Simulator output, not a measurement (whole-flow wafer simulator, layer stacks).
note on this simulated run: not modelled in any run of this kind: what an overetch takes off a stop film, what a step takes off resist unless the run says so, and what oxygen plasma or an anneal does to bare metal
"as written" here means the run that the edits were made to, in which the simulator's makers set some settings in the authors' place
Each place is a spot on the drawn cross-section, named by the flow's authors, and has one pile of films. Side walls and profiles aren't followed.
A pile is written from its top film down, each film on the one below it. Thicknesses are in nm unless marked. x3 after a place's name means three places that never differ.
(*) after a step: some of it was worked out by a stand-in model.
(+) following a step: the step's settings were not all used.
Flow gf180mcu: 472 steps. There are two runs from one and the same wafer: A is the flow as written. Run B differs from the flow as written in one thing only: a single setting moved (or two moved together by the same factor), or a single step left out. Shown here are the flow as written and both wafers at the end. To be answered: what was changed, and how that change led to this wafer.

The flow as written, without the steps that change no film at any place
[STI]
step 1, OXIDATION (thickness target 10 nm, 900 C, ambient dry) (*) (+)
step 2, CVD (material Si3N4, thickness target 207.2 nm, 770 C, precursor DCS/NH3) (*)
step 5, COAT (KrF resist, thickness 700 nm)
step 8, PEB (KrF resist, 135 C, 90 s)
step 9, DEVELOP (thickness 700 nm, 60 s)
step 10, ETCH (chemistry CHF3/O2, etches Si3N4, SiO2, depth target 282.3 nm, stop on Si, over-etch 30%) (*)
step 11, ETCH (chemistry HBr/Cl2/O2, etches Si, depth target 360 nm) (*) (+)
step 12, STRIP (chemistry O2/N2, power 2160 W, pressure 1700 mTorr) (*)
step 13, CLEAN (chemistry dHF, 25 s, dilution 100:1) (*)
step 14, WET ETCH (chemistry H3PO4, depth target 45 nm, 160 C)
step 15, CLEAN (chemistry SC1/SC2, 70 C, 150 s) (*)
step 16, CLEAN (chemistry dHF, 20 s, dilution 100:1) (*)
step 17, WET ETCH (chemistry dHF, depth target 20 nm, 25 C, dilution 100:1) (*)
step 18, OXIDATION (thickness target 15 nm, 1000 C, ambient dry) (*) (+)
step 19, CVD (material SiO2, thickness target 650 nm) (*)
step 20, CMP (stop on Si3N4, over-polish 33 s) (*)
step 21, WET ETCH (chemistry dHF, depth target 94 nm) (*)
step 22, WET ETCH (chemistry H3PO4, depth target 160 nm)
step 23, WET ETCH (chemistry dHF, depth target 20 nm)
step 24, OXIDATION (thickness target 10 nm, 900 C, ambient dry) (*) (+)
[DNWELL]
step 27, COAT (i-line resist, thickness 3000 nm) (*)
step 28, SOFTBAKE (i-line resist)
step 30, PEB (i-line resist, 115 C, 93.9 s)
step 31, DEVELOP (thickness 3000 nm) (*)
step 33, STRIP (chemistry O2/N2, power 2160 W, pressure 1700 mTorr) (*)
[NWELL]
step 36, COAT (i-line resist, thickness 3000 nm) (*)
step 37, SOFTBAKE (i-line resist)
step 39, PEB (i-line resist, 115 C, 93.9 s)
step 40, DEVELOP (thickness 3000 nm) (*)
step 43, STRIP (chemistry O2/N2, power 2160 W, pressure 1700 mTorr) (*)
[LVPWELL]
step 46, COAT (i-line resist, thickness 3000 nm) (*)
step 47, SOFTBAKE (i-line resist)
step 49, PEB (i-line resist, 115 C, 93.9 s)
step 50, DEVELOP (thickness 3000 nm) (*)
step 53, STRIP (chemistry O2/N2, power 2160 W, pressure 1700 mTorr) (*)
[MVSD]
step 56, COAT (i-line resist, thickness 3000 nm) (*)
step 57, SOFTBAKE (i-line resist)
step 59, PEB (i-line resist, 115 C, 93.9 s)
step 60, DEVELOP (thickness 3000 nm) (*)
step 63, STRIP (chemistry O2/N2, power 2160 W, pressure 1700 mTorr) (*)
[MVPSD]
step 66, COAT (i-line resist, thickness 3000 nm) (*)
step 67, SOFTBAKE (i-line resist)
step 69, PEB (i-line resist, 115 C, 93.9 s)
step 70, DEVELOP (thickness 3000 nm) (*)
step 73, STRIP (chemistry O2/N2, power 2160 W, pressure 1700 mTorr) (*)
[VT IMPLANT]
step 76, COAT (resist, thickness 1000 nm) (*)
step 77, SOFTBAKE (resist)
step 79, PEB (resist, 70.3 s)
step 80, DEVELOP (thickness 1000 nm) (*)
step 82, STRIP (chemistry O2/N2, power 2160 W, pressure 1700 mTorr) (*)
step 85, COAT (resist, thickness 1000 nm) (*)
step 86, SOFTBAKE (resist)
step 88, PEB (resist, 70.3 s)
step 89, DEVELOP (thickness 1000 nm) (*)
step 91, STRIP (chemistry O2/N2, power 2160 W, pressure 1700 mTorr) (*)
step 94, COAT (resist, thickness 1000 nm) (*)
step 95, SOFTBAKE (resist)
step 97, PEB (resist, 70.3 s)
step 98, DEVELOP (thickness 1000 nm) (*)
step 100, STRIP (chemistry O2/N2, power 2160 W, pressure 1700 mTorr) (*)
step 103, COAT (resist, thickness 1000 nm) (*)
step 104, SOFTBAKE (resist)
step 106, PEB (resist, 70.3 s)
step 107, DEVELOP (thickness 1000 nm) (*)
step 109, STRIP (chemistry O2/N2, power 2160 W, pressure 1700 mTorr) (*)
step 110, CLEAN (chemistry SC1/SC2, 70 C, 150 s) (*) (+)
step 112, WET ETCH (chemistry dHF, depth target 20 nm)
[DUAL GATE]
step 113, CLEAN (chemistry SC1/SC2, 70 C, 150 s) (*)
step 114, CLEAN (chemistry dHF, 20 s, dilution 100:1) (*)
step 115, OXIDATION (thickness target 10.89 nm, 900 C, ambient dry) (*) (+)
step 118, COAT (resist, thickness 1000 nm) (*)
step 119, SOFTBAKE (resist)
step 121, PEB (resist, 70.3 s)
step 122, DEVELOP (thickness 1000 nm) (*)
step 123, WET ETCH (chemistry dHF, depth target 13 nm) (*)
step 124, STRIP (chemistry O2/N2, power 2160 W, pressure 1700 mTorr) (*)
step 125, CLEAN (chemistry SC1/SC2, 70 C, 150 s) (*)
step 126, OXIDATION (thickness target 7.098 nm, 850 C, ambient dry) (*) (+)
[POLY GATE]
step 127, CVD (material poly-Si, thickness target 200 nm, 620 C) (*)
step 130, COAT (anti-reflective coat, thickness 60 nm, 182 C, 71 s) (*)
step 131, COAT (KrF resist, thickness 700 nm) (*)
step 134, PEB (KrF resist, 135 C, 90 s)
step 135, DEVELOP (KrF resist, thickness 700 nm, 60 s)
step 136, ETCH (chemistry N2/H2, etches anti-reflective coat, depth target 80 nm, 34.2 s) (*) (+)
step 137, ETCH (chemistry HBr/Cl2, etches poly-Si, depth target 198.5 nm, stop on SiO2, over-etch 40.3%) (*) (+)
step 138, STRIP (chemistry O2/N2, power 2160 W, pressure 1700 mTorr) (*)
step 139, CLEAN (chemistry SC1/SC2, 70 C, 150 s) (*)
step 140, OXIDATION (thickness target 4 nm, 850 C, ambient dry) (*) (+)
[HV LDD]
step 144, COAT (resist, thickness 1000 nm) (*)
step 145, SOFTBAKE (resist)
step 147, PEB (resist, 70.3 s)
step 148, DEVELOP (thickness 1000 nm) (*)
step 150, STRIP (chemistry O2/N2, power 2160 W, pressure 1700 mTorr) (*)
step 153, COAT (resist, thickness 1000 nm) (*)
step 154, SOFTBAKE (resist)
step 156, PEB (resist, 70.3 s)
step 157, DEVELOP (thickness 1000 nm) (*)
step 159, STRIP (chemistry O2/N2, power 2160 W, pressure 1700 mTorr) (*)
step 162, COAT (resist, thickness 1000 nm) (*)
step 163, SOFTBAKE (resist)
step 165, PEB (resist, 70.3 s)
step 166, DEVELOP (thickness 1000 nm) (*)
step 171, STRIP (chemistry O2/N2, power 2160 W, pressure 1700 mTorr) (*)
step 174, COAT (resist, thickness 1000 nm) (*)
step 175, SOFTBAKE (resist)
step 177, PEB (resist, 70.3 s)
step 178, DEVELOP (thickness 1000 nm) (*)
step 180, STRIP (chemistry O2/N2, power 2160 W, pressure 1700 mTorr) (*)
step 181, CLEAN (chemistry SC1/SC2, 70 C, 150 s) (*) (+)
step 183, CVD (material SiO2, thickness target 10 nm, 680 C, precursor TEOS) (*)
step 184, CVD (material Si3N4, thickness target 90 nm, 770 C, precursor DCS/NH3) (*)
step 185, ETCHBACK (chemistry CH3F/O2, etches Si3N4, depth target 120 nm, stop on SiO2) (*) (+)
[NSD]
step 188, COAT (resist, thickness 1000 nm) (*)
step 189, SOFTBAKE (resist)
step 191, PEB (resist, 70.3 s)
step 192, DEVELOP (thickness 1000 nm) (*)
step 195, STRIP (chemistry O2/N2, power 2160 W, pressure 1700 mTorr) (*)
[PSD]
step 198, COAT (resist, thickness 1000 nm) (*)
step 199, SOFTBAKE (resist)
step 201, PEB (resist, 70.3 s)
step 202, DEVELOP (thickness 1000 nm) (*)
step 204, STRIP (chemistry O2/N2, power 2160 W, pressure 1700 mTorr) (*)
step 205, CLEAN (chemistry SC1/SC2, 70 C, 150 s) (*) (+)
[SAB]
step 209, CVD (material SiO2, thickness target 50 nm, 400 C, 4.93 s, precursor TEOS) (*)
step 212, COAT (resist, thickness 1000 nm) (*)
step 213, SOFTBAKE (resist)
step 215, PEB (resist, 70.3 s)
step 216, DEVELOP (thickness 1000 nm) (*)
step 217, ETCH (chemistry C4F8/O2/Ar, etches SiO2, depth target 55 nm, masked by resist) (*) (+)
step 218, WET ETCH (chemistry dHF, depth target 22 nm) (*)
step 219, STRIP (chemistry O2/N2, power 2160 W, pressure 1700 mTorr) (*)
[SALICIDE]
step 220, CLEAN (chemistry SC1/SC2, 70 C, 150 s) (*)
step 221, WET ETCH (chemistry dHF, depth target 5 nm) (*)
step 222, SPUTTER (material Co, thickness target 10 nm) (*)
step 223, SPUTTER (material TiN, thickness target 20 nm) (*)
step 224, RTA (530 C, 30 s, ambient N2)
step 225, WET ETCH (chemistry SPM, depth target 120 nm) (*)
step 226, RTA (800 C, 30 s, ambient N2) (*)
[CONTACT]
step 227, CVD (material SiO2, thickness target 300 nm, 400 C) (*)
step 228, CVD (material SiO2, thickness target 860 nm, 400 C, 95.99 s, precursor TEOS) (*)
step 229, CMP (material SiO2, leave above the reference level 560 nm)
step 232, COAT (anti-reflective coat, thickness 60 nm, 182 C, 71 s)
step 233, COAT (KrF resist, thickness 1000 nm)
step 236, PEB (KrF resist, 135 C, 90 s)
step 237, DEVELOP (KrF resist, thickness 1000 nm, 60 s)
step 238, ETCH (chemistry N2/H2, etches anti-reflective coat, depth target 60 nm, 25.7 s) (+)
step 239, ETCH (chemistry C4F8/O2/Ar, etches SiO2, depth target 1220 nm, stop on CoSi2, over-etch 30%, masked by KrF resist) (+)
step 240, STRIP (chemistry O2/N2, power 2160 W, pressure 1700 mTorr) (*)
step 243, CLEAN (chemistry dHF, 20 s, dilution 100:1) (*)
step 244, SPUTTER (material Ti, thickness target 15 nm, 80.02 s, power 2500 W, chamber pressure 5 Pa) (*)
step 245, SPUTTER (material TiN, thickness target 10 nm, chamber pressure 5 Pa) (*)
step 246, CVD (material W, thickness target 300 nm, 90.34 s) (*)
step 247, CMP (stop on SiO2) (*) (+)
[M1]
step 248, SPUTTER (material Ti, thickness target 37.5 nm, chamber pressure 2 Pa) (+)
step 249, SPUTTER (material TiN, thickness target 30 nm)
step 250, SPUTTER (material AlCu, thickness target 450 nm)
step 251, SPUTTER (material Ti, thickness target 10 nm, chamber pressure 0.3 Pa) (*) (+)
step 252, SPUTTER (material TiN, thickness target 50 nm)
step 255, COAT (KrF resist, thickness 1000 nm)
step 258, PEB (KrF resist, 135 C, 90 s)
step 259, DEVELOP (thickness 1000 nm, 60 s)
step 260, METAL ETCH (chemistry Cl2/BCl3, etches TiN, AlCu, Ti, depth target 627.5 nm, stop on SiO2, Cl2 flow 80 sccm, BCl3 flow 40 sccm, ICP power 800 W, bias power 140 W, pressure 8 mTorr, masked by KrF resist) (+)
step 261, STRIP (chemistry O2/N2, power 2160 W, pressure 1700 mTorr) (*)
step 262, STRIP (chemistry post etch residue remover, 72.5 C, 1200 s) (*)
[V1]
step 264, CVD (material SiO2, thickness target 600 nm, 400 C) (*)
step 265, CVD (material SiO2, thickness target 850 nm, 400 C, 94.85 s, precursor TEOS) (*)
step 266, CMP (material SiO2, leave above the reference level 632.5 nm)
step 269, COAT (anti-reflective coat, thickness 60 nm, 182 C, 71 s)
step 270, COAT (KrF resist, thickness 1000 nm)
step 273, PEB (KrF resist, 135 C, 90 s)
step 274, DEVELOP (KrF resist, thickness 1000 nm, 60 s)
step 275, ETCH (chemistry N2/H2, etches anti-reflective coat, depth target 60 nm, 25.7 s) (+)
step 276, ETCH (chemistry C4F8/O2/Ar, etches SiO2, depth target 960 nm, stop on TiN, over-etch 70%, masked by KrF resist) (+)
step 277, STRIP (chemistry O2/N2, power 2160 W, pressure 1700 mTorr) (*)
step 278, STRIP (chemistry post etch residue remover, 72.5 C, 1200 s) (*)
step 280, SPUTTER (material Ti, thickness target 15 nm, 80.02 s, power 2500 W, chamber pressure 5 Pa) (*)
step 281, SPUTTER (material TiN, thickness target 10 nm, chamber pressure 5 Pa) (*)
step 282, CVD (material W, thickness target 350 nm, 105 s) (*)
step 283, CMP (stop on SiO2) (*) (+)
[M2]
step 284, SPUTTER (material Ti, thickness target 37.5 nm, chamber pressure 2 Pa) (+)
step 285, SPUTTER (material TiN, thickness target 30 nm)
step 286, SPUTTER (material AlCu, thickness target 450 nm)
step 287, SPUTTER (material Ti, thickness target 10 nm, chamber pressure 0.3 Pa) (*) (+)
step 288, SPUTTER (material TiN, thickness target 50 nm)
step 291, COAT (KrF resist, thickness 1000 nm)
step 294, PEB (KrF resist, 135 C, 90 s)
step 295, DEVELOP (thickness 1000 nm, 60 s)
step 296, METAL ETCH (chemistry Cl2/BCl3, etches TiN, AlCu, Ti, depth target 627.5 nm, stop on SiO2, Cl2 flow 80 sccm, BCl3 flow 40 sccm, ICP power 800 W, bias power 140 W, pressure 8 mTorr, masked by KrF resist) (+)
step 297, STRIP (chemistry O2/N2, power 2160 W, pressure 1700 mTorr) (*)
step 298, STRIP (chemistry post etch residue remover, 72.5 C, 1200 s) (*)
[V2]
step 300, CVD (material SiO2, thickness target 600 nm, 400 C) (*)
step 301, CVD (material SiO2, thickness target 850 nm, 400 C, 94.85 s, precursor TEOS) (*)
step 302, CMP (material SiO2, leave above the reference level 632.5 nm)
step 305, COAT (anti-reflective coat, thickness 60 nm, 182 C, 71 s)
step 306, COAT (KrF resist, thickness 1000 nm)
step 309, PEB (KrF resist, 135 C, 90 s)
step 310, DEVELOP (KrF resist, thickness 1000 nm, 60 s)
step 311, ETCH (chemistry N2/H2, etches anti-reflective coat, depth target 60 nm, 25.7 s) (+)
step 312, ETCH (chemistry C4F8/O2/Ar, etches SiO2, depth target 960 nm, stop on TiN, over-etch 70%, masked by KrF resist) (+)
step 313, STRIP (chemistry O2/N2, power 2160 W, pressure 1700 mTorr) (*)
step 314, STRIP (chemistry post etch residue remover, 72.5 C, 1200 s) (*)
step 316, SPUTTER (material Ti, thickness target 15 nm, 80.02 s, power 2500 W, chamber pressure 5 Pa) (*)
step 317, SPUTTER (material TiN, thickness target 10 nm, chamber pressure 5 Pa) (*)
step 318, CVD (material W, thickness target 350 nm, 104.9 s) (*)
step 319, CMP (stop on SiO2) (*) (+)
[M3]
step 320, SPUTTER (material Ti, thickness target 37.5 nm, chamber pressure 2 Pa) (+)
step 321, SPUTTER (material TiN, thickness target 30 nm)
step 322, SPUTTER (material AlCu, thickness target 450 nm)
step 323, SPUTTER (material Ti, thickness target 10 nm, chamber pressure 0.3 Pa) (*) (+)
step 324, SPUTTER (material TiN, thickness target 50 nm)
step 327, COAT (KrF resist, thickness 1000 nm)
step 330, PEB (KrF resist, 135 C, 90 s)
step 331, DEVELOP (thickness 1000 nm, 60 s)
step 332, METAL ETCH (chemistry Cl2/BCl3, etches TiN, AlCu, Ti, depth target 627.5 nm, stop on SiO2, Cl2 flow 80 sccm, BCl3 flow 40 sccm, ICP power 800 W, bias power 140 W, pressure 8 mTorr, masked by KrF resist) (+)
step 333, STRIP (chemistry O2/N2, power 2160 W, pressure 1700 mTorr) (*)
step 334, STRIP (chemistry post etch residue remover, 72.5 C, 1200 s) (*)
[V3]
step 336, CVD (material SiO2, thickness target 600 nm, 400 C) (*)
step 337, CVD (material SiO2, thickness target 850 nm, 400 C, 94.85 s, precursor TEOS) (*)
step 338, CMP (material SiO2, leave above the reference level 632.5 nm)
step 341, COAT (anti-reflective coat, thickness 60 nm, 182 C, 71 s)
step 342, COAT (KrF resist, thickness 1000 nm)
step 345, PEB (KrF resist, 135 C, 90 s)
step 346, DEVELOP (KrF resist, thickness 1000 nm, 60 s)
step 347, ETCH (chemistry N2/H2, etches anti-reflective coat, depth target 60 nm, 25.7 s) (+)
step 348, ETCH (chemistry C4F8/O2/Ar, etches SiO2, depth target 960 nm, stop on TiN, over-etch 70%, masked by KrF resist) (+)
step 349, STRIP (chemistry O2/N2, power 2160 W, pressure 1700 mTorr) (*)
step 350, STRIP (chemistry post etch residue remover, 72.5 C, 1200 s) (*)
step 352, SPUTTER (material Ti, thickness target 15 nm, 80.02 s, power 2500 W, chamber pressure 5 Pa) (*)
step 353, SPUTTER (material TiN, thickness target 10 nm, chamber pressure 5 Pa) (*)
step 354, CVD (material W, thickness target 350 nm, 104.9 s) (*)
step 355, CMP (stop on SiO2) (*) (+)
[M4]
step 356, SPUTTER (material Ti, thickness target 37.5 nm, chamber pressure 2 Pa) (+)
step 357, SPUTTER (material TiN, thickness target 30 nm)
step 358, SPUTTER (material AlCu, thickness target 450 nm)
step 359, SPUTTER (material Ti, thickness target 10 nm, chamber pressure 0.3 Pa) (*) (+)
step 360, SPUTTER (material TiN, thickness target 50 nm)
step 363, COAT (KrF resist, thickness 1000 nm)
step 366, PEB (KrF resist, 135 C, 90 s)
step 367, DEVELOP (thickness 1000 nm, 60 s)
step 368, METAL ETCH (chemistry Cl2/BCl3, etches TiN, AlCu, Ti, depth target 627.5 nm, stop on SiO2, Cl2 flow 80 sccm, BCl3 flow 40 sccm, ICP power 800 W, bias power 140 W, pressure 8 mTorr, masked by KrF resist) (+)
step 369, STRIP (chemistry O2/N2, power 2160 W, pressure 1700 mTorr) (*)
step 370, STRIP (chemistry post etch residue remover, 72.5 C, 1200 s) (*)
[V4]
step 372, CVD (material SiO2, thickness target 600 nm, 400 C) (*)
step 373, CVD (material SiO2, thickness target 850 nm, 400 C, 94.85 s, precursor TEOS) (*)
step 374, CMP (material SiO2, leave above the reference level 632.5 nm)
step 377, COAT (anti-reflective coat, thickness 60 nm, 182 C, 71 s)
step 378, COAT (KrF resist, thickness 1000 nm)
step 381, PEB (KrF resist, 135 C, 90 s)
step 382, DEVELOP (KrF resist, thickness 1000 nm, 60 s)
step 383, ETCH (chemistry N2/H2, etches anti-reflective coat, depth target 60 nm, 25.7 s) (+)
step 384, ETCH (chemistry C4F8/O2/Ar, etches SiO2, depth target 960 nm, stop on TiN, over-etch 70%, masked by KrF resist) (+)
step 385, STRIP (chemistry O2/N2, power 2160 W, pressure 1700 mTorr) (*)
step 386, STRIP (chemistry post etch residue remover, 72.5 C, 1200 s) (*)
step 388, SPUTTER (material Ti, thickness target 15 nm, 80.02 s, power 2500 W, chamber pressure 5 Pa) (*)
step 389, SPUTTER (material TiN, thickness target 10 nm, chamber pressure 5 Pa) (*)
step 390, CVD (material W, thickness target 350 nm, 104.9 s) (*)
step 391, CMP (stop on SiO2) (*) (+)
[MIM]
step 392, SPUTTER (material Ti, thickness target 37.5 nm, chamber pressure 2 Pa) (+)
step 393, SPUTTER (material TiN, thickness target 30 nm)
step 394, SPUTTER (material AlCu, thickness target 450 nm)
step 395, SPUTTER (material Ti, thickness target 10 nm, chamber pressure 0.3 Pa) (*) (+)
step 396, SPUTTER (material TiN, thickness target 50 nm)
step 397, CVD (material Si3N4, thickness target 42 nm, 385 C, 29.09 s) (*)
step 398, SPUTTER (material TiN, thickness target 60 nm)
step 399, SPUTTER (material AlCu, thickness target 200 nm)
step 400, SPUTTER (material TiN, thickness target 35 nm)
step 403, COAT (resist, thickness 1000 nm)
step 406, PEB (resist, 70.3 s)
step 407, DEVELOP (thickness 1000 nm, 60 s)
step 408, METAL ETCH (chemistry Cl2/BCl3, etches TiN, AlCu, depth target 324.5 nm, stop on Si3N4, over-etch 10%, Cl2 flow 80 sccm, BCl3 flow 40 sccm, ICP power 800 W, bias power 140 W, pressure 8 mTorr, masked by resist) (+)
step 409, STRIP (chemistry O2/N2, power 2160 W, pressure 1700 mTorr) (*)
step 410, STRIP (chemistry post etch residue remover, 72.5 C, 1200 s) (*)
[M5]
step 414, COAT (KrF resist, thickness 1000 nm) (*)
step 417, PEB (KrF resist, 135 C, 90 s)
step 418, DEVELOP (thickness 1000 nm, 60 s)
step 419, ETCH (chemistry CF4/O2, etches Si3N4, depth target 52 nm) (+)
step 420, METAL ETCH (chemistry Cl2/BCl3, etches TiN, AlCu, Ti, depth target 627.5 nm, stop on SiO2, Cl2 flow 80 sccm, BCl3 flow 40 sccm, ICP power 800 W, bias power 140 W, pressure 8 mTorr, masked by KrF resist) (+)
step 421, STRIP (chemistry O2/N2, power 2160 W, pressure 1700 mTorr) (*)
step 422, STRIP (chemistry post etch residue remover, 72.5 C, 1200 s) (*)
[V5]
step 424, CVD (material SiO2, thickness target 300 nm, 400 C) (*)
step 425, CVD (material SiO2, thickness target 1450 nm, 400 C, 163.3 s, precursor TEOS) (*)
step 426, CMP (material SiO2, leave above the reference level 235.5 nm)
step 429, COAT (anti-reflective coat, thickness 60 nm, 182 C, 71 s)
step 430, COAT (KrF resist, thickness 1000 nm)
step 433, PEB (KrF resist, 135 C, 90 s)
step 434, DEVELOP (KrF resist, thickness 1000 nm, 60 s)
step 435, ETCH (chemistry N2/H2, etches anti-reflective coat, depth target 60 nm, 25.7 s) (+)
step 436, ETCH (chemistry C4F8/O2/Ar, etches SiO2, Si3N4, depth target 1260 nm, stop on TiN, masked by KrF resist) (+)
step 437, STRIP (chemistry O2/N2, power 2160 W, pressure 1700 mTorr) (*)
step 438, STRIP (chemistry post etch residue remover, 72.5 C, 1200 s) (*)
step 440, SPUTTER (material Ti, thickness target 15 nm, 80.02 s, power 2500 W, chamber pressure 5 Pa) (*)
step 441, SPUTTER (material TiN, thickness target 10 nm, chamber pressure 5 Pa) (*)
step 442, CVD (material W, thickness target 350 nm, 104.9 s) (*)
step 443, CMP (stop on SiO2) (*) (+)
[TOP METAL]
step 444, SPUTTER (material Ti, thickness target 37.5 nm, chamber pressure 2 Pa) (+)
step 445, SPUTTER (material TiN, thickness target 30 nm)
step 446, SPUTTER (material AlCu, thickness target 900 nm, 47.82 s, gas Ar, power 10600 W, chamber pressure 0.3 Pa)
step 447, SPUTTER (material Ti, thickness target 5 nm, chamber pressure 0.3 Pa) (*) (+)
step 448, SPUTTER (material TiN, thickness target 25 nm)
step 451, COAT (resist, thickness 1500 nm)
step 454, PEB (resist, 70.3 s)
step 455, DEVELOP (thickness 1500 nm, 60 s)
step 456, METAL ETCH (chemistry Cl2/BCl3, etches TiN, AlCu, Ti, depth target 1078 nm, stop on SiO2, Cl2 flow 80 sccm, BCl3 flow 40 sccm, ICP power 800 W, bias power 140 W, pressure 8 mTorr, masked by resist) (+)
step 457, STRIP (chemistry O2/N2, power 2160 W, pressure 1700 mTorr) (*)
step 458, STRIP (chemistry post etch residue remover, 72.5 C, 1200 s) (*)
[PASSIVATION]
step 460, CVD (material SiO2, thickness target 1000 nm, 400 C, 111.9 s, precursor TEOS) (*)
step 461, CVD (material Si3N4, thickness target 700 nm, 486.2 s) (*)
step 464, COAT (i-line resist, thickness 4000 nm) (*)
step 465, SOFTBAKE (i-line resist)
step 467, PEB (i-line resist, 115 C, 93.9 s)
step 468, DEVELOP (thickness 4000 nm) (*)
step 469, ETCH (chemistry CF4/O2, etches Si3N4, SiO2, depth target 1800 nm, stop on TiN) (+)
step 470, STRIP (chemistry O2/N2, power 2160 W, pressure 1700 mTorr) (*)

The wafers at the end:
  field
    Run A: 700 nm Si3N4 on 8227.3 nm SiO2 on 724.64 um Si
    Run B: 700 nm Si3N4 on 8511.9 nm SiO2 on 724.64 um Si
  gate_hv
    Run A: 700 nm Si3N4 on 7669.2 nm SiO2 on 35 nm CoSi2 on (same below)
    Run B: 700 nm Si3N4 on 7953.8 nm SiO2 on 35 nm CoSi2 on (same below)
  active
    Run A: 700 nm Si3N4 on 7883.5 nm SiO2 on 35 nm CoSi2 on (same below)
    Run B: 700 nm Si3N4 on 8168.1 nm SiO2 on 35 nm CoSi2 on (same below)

The reason: step 374, CMP: leave above the reference level 917.1 nm was run, whereas the flow has leave above the reference level 632.5 nm.

Step by step, how the change led to this:
  step 374, CMP (material SiO2, leave above the reference level 632.5 nm)
      field, field__w1, field__w2 and 103 more: A -300 SiO2 | B -15.4 SiO2
      field__w8, contact, m1, m1__w1, m1_nw: A -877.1 SiO2 | B -592.5 SiO2
  step 384, ETCH (chemistry C4F8/O2/Ar, etches SiO2, depth target 960 nm, stop on TiN, over-etch 70%, masked by KrF resist) (+)
      contact: A -572.5 SiO2 (all of it) | B -857.1 SiO2 (all of it)
  step 388, SPUTTER (material Ti, thickness target 15 nm, 80.02 s, power 2500 W, chamber pressure 5 Pa) (*)
      contact: A +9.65 Ti (new film) | B +8.19 Ti (new film)
  step 389, SPUTTER (material TiN, thickness target 10 nm, chamber pressure 5 Pa) (*)
      contact: A +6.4 TiN (new film) | B +5.42 TiN (new film)
  step 390, CVD (material W, thickness target 350 nm, 104.9 s) (*)
      contact: A +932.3 W (new film) | B +1219.3 W (new film)
